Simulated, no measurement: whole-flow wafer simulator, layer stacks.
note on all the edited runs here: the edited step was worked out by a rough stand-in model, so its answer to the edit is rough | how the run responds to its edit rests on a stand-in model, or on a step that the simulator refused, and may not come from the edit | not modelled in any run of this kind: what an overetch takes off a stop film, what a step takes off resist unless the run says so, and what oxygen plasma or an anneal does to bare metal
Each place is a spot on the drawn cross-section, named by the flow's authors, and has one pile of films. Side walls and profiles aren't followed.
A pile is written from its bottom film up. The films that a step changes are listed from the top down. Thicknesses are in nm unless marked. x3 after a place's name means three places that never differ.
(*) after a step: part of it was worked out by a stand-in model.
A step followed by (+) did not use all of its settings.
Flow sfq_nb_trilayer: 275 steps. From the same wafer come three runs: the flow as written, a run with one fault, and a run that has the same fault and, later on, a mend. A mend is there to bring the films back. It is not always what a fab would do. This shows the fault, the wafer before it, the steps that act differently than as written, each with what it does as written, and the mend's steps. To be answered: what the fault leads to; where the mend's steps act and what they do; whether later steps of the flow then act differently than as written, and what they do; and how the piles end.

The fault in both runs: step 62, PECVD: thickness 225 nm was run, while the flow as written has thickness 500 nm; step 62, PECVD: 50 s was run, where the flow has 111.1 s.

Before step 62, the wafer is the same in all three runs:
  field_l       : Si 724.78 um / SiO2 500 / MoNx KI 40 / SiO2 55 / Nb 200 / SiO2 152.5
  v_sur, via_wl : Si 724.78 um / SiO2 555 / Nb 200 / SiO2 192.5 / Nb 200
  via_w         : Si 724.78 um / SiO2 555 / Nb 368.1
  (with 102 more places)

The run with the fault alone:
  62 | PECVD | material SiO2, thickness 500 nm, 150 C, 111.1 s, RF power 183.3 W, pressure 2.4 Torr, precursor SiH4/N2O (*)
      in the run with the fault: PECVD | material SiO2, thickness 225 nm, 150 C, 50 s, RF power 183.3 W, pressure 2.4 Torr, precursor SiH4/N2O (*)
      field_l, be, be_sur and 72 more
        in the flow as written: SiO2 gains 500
        in the run with the fault: SiO2 gains 225
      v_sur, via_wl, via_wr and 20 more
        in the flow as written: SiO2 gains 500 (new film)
        in the run with the fault: SiO2 gains 225 (new film)
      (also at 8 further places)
  Steps further on in the flow that do not act as written (15 other steps are not shown; they differ only slightly, by no more than 2% or 0.5 nm, whichever is larger):
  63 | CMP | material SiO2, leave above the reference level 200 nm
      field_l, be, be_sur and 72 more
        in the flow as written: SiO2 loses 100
        in the run with the fault: nothing
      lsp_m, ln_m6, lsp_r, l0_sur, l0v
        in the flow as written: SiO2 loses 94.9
        in the run with the fault: nothing
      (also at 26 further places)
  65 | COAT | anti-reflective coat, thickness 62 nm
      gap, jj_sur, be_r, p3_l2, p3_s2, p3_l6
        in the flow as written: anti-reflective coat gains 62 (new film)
        in the run with the fault: anti-reflective coat gains 64.1 (new film)
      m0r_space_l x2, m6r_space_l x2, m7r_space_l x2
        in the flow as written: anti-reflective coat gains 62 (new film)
        in the run with the fault: anti-reflective coat gains 81.3 (new film)
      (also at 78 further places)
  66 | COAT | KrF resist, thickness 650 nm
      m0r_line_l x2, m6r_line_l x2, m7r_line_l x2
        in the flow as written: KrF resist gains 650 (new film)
        in the run with the fault: KrF resist gains 684 (new film)
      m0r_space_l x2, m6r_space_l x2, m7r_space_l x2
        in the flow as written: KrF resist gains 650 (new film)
        in the run with the fault: KrF resist gains 673 (new film)
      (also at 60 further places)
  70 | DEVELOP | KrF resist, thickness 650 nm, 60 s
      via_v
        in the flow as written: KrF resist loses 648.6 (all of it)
        in the run with the fault: KrF resist loses 586.3 (all of it)
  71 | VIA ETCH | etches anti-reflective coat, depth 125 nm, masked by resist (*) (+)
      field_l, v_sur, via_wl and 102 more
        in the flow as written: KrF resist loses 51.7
        in the run with the fault: KrF resist loses 40.2
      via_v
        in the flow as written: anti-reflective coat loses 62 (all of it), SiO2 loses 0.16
        in the run with the fault: anti-reflective coat loses 48.3 (all of it), SiO2 loses 0.12
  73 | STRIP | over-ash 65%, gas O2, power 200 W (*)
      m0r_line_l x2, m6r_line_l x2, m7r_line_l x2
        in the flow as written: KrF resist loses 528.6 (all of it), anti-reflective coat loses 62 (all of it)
        in the run with the fault: KrF resist loses 574 (all of it), anti-reflective coat loses 61.7 (all of it)
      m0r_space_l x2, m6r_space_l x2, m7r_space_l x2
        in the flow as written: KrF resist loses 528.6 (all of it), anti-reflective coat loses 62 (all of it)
        in the run with the fault: KrF resist loses 563 (all of it), anti-reflective coat loses 81.3 (all of it)
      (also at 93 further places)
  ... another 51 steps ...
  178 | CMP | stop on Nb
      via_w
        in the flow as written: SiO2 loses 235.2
        in the run with the fault: SiO2 loses 226.5
  The piles end different from the flow's at via_w, p4_w1, p4_w2 and 7 more by more than 2% or 0.5 nm, whichever is larger.
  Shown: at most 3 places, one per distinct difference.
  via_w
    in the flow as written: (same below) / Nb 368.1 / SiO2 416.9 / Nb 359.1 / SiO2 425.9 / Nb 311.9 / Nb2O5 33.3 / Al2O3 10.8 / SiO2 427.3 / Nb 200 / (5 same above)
    in the run with the fault: (same below) / Nb 368.1 / SiO2 188.2 / Nb 159.2 / SiO2 201.9 / Nb 84.3 / SiO2 342.1 / Nb 159.7 / SiO2 198.9 / Nb 110.8 / Nb2O5 34.6 / Al2O3 10.1 / SiO2 495.5 / Nb 200 / (5 same above)
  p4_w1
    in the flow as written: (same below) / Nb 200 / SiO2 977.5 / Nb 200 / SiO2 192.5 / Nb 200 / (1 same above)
    in the run with the fault: (same below) / Nb 200 / SiO2 902.5 / Nb 200 / SiO2 267.5 / Nb 200 / (1 same above)

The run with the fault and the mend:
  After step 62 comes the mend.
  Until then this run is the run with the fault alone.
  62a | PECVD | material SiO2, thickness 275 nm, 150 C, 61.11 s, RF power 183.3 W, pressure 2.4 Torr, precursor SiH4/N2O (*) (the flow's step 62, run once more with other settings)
      field_l, v_sur, via_wl and 102 more
        SiO2 gains 275
      via_w
        SiO2 gains 266.8
  Steps further on in the flow that do not act as written:
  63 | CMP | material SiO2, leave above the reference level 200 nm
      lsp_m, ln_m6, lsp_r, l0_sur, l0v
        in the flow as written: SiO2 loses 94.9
        in the run with the mend: SiO2 loses 100
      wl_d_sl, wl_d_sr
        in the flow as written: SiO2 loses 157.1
        in the run with the mend: SiO2 loses 100
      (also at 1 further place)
  By the end, the piles equal the flow's at every place that both follow.
